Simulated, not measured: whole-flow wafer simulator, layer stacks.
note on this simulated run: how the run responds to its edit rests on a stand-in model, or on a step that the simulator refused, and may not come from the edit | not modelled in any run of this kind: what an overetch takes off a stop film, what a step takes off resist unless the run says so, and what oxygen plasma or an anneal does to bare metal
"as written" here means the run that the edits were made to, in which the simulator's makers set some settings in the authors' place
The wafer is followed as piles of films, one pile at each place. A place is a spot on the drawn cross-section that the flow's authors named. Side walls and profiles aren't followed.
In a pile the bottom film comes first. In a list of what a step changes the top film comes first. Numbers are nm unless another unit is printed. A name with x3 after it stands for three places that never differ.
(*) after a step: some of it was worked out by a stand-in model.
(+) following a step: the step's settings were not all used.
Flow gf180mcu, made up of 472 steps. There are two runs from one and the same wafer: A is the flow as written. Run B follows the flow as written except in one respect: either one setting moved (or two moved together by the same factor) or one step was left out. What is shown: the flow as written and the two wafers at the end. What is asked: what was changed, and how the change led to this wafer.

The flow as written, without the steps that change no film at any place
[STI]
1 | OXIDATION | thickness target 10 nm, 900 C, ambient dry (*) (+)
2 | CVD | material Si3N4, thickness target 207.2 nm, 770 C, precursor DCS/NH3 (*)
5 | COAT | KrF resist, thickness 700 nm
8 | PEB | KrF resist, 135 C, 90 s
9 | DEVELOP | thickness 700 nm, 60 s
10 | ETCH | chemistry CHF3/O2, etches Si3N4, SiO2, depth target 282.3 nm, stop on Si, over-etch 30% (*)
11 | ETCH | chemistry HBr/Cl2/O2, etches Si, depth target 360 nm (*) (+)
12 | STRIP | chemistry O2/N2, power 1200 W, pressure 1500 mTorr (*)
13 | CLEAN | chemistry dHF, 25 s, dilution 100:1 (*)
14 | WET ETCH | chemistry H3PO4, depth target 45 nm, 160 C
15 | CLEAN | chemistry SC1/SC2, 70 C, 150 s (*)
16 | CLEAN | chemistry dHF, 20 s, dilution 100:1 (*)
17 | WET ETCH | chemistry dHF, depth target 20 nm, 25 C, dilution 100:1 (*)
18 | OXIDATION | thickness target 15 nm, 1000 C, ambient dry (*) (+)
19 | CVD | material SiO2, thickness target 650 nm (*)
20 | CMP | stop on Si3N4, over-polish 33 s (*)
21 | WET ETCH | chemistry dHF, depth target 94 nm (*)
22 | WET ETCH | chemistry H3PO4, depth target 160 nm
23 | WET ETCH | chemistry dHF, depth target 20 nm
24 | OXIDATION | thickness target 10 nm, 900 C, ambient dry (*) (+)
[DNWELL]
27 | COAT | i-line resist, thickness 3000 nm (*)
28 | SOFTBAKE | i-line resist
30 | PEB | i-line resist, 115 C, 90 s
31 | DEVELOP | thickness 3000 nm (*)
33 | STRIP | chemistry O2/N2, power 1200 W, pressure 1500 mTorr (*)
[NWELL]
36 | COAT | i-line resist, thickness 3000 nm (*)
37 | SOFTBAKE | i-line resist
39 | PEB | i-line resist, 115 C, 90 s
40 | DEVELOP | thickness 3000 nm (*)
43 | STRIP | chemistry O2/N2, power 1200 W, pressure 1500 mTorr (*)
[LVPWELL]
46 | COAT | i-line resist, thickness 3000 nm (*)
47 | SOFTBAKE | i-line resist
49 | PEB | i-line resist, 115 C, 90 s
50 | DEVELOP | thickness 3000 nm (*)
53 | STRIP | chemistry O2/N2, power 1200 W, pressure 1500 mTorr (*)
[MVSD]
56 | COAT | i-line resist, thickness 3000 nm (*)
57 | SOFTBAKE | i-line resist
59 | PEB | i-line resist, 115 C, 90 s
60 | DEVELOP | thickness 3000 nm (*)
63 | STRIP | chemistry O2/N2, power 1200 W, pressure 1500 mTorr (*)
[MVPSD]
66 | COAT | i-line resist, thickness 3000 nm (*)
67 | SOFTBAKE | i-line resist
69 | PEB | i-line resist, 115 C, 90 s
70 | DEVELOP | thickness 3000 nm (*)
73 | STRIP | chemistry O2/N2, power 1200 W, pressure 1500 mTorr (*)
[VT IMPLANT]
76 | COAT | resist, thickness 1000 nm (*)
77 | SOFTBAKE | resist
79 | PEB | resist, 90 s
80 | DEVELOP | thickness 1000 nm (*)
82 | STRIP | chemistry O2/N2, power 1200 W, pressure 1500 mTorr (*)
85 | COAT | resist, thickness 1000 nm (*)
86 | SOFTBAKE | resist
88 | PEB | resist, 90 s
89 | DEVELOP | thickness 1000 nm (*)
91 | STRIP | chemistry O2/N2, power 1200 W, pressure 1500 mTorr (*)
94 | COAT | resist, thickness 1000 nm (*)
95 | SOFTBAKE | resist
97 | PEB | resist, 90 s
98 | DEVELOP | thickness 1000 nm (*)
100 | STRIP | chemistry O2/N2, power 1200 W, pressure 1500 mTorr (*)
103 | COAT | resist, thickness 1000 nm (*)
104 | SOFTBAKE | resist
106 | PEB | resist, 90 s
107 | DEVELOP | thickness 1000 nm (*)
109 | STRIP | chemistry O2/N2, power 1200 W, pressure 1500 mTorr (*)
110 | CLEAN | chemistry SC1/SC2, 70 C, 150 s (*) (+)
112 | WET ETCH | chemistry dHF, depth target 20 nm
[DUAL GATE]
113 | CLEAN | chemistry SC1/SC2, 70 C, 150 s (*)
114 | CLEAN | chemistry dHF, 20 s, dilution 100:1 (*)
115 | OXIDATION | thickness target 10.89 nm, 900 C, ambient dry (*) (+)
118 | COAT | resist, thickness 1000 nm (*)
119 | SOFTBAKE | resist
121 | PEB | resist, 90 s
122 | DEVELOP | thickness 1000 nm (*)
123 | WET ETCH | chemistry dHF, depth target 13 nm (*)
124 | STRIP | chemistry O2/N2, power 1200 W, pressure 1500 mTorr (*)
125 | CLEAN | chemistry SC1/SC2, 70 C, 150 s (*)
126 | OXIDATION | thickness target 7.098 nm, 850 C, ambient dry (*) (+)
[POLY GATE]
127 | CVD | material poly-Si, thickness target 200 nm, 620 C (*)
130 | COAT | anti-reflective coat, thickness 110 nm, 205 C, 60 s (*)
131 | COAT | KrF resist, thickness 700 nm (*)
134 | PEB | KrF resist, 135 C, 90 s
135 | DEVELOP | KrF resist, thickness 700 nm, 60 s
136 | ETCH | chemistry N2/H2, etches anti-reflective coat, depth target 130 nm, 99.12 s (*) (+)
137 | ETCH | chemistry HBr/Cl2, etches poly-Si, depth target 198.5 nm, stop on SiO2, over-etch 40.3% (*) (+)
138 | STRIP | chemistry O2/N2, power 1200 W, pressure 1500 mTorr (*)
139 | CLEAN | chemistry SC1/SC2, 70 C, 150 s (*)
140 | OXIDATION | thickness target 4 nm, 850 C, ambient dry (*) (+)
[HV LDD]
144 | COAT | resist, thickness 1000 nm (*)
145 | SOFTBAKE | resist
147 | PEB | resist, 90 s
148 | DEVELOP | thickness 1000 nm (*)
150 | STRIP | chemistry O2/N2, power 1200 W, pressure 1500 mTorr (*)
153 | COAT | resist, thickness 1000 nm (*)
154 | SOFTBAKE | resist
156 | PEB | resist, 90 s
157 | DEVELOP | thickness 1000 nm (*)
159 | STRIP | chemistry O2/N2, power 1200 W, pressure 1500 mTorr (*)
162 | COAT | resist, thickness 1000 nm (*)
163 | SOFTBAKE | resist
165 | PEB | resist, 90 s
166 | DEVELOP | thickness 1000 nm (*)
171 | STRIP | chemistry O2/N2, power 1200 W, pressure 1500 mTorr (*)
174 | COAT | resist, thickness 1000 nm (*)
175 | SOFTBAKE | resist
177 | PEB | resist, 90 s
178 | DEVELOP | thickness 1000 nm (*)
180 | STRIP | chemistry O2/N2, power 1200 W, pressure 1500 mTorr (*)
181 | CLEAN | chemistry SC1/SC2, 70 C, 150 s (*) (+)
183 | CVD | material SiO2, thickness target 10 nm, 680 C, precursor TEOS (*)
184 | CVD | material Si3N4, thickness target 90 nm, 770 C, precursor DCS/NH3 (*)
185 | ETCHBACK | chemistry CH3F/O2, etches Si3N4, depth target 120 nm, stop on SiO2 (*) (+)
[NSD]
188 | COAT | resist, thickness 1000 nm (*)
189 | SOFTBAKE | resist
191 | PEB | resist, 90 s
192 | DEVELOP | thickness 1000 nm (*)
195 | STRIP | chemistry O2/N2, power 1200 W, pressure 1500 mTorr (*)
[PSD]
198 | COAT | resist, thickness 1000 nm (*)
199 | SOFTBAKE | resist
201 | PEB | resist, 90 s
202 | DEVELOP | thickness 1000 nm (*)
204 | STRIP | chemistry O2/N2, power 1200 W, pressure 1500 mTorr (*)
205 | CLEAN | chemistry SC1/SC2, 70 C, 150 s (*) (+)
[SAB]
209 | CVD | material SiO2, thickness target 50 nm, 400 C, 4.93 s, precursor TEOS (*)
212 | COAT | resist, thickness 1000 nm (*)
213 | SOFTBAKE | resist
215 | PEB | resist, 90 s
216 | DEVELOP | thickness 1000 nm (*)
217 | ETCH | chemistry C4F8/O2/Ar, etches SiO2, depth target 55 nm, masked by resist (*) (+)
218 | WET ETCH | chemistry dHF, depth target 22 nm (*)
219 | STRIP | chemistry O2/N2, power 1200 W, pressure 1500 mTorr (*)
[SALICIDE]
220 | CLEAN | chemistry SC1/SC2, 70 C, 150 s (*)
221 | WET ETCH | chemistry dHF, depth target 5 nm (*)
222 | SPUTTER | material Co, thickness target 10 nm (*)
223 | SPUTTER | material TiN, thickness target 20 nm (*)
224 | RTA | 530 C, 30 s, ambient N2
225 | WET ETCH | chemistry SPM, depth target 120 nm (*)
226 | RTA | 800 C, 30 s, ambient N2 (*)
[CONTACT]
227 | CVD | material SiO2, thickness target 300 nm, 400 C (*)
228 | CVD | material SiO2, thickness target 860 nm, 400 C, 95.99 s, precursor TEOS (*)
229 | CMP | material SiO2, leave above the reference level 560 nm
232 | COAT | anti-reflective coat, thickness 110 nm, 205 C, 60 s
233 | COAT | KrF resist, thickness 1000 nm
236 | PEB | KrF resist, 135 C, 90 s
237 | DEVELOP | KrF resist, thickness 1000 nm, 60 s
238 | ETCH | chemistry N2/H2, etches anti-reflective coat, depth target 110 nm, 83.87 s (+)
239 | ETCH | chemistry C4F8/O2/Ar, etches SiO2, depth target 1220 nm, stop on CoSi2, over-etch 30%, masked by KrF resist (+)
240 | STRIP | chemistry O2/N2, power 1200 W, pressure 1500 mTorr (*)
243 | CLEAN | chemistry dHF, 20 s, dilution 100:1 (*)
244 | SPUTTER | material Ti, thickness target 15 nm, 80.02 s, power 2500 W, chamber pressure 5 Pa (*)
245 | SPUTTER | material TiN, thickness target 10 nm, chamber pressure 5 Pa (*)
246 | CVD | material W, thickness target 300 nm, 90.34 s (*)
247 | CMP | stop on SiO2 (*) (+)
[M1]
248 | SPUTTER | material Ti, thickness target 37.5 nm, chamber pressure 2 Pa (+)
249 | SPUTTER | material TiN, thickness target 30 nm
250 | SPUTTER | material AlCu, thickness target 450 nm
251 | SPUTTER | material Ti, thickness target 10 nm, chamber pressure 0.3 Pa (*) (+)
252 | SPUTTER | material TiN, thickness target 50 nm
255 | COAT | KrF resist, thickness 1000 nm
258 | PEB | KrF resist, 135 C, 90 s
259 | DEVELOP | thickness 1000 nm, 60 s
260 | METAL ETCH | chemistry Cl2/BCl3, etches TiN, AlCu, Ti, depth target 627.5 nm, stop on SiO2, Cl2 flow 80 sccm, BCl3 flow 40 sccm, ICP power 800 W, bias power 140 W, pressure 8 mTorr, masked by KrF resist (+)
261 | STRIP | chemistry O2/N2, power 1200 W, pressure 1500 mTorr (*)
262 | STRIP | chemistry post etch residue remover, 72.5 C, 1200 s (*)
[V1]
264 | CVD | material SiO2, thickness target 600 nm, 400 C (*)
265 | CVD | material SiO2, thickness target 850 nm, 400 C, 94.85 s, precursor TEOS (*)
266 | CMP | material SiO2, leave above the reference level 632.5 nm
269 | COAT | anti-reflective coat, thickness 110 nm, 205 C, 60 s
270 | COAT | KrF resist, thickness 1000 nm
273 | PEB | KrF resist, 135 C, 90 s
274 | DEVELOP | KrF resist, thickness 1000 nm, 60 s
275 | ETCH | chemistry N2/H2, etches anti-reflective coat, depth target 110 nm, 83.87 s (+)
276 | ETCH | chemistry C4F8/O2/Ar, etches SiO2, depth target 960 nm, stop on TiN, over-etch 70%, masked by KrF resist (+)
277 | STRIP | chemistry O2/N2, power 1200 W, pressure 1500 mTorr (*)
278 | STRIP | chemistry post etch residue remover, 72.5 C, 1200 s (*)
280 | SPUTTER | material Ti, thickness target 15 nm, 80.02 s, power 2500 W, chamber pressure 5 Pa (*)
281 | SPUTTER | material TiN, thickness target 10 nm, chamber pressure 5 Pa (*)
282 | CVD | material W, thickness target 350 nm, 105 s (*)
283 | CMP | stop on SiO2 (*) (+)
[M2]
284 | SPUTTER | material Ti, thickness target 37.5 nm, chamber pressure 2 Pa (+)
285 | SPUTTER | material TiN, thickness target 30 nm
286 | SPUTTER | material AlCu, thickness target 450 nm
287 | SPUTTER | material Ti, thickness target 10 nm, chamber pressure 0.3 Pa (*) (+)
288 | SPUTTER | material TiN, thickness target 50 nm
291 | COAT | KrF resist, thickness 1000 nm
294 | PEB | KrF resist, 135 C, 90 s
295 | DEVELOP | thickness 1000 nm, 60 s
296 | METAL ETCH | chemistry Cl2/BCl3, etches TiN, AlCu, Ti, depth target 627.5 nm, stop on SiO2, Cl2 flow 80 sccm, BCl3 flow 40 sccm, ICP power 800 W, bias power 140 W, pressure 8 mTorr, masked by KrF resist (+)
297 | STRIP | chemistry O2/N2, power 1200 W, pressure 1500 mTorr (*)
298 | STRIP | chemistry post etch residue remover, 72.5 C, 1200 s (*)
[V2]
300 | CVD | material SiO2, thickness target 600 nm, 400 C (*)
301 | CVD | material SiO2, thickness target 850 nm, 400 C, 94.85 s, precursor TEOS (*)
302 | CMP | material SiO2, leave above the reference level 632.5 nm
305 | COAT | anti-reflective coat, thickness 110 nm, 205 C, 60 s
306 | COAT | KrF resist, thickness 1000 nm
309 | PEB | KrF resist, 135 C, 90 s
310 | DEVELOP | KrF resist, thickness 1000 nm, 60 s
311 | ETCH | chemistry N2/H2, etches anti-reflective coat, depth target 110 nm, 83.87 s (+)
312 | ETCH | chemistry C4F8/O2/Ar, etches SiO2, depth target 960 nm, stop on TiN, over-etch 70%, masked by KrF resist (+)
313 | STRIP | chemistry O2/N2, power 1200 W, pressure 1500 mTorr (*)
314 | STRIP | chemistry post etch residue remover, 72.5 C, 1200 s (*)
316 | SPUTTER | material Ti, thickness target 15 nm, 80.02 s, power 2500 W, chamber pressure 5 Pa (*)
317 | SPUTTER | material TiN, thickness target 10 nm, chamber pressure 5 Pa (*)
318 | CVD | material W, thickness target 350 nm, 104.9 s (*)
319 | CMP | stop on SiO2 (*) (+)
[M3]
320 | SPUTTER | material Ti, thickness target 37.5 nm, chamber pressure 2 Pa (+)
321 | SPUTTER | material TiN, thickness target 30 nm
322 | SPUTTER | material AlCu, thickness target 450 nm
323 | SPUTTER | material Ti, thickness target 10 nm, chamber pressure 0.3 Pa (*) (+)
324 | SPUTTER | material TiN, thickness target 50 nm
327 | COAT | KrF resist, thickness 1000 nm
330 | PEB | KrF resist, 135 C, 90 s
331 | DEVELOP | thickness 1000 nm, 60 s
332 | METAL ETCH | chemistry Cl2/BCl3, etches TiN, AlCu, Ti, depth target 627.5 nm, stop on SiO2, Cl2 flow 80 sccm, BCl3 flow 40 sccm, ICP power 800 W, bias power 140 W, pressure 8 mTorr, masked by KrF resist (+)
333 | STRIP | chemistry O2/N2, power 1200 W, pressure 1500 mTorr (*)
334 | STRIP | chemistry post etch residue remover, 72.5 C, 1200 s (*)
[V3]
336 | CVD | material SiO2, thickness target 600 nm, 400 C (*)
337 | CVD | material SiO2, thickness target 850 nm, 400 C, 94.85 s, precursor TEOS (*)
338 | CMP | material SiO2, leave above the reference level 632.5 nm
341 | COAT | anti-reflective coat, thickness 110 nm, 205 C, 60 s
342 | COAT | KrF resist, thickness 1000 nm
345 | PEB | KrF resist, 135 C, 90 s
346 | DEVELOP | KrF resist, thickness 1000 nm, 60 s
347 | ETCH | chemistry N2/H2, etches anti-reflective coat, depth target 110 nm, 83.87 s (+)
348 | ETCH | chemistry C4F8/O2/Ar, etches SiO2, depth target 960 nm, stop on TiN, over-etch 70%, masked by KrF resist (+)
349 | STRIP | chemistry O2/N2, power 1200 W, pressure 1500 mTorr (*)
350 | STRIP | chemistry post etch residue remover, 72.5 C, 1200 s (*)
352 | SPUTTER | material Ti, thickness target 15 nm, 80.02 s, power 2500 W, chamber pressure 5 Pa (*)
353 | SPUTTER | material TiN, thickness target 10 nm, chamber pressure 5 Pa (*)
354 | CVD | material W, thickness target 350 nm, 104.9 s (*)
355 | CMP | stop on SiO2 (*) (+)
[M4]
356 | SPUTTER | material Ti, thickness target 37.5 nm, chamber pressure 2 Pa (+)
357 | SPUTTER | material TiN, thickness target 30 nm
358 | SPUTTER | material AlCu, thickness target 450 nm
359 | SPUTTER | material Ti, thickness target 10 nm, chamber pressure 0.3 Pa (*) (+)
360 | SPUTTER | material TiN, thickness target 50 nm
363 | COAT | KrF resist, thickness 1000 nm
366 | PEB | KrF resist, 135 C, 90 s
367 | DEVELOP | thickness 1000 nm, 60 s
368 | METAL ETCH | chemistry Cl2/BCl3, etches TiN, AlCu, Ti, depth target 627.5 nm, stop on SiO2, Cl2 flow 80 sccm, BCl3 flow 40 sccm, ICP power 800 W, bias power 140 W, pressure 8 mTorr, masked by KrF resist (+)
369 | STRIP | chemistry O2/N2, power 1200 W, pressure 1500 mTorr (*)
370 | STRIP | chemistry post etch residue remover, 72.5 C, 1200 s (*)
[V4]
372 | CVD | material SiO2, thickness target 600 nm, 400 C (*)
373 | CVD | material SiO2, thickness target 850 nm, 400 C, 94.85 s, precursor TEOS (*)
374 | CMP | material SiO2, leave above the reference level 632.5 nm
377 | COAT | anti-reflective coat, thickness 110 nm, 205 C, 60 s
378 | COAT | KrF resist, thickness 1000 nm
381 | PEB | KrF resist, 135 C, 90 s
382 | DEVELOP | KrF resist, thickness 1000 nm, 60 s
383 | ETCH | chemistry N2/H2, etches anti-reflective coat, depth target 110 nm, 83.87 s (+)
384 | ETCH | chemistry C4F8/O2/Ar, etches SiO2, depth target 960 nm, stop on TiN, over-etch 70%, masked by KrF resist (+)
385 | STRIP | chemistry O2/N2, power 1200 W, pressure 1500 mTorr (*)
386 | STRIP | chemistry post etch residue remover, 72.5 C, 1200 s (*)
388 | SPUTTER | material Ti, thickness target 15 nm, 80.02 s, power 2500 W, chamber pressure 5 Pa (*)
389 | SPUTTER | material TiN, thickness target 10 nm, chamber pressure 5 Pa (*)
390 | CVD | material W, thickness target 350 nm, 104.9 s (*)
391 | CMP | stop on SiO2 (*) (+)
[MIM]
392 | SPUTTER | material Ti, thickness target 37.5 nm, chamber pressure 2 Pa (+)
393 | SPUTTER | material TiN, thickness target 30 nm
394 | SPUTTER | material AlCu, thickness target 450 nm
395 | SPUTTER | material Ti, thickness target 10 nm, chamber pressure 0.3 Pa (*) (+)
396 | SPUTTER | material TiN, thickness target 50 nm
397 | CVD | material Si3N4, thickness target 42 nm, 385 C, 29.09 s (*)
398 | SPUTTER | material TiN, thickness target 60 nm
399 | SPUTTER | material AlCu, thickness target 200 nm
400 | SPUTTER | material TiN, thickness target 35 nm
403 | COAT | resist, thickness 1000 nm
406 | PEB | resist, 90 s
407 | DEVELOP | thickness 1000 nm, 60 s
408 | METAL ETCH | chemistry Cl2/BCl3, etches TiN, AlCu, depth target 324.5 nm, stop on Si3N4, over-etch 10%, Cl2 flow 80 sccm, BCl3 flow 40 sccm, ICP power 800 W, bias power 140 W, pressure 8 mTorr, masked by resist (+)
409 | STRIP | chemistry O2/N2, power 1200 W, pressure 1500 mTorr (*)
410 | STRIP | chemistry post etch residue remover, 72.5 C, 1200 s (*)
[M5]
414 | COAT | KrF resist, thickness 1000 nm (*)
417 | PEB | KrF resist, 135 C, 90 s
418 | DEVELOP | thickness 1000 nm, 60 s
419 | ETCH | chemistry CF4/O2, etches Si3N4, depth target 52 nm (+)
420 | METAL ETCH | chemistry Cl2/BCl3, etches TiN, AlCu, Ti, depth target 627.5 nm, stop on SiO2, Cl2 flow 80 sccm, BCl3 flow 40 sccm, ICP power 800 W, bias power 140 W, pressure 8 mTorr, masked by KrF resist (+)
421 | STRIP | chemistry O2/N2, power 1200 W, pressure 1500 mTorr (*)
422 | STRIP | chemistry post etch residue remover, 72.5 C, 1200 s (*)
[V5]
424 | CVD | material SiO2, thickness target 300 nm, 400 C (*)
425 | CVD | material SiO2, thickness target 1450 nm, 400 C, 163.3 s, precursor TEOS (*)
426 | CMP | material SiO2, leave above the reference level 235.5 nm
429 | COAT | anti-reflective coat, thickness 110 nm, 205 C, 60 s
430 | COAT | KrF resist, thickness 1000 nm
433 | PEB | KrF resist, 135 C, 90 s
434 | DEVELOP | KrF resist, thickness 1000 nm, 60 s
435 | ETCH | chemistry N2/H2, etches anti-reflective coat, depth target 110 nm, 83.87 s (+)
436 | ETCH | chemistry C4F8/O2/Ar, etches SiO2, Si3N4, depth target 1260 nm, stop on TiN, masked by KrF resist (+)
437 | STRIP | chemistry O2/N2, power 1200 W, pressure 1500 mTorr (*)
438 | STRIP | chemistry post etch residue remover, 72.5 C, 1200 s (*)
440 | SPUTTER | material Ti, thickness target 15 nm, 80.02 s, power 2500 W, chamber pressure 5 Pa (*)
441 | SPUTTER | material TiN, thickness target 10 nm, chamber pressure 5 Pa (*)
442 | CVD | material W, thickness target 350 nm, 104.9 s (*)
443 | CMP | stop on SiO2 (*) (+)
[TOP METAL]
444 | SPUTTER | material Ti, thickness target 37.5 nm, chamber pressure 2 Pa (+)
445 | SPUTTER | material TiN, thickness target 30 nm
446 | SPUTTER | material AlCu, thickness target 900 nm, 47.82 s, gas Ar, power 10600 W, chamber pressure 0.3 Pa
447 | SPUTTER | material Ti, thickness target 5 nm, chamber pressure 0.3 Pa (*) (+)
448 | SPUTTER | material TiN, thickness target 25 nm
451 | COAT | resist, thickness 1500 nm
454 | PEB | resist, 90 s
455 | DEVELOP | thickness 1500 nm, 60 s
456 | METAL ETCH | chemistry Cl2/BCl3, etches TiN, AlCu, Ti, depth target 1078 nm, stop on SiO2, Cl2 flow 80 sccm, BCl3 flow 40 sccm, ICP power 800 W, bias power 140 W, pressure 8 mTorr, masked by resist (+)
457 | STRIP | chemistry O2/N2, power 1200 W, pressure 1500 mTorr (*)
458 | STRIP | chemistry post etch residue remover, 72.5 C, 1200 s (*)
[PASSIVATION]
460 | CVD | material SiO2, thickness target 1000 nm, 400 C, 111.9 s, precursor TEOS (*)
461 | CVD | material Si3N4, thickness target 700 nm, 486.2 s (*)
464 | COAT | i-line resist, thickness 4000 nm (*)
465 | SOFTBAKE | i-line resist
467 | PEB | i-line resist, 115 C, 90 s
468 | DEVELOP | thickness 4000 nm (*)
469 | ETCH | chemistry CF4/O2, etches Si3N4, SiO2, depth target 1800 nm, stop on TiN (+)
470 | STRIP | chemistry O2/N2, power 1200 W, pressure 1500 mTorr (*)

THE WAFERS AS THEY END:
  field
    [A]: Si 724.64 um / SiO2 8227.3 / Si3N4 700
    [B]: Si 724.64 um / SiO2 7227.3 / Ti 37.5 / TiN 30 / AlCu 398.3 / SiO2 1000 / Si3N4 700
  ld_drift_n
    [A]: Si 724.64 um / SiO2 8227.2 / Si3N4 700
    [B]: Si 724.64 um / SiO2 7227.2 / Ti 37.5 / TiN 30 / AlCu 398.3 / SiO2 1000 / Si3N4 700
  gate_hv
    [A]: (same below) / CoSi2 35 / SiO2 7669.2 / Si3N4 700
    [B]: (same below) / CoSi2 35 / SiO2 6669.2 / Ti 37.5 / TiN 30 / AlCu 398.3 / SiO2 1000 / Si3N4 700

The reason: step 446, SPUTTER: 76.51 s was run, though the flow has 47.82 s.

The path from the change to this, step by step:
  446 | SPUTTER | material AlCu, thickness target 900 nm, 47.82 s, gas Ar, power 10600 W, chamber pressure 0.3 Pa
      field, field__w1, field__w2 and 109 more: A +900 AlCu (new film) | B +1451.5 AlCu (new film)
  456 | METAL ETCH | chemistry Cl2/BCl3, etches TiN, AlCu, Ti, depth target 1078 nm, stop on SiO2, Cl2 flow 80 sccm, BCl3 flow 40 sccm, ICP power 800 W, bias power 140 W, pressure 8 mTorr, masked by resist (+)
      field, field__w1, field__w2 and 103 more: A -25 TiN (all of it), -5 Ti (all of it), -900 AlCu (all of it), -30 TiN (all of it), -37.5 Ti (all of it) | B -25 TiN (all of it), -5 Ti (all of it), -1047.5 AlCu
  458 | STRIP | chemistry post etch residue remover, 72.5 C, 1200 s (*)
      field, field__w1, field__w2 and 103 more: A nothing | B -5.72 AlCu
  460 | CVD | material SiO2, thickness target 1000 nm, 400 C, 111.9 s, precursor TEOS (*)
      field, field__w1, field__w2 and 103 more: A +1000 SiO2 | B +1000 SiO2 (new film)
  464 | COAT | i-line resist, thickness 4000 nm (*)
      field__w8: A +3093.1 i-line resist (new film) | B +3018.1 i-line resist (new film)
      contact: A +3153.6 i-line resist (new film) | B +3059.2 i-line resist (new film)
      (as well as at 4 more places)
  465 | SOFTBAKE | i-line resist
      field__w5, field__w9: A +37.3 i-line resist | B +34.2 i-line resist
      field__w11, field__w13: A +37.9 i-line resist | B +35.5 i-line resist
      (as well as at 56 more places)
  467 | PEB | i-line resist, 115 C, 90 s
      field__w8, m1__w1: A -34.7 i-line resist | B -33.3 i-line resist
      contact, m1: A -35.1 i-line resist | B -33.6 i-line resist
      (as well as at 2 more places)
  468 | DEVELOP | thickness 4000 nm (*)
      pad: A -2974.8 i-line resist (all of it) | B -2889.9 i-line resist (all of it)
  470 | STRIP | chemistry O2/N2, power 1200 W, pressure 1500 mTorr (*)
      field__w8, m1__w1: A -1787.7 i-line resist (all of it) | B -1705.3 i-line resist (all of it)
      contact: A -1811.2 i-line resist (all of it) | B -1722 i-line resist (all of it)
      (as well as at 2 more places)
If metal films that touch count as one body, field has 1 body; the flow as written gives 0 bodies.
If metal films that touch count as one body, ld_drift_n has 1 body; the flow as written gives 0 bodies.
If metal films that touch count as one body, gate_hv has 2 bodies (between them, from the top down: SiO2 6669.2); the flow as written gives 1 body.
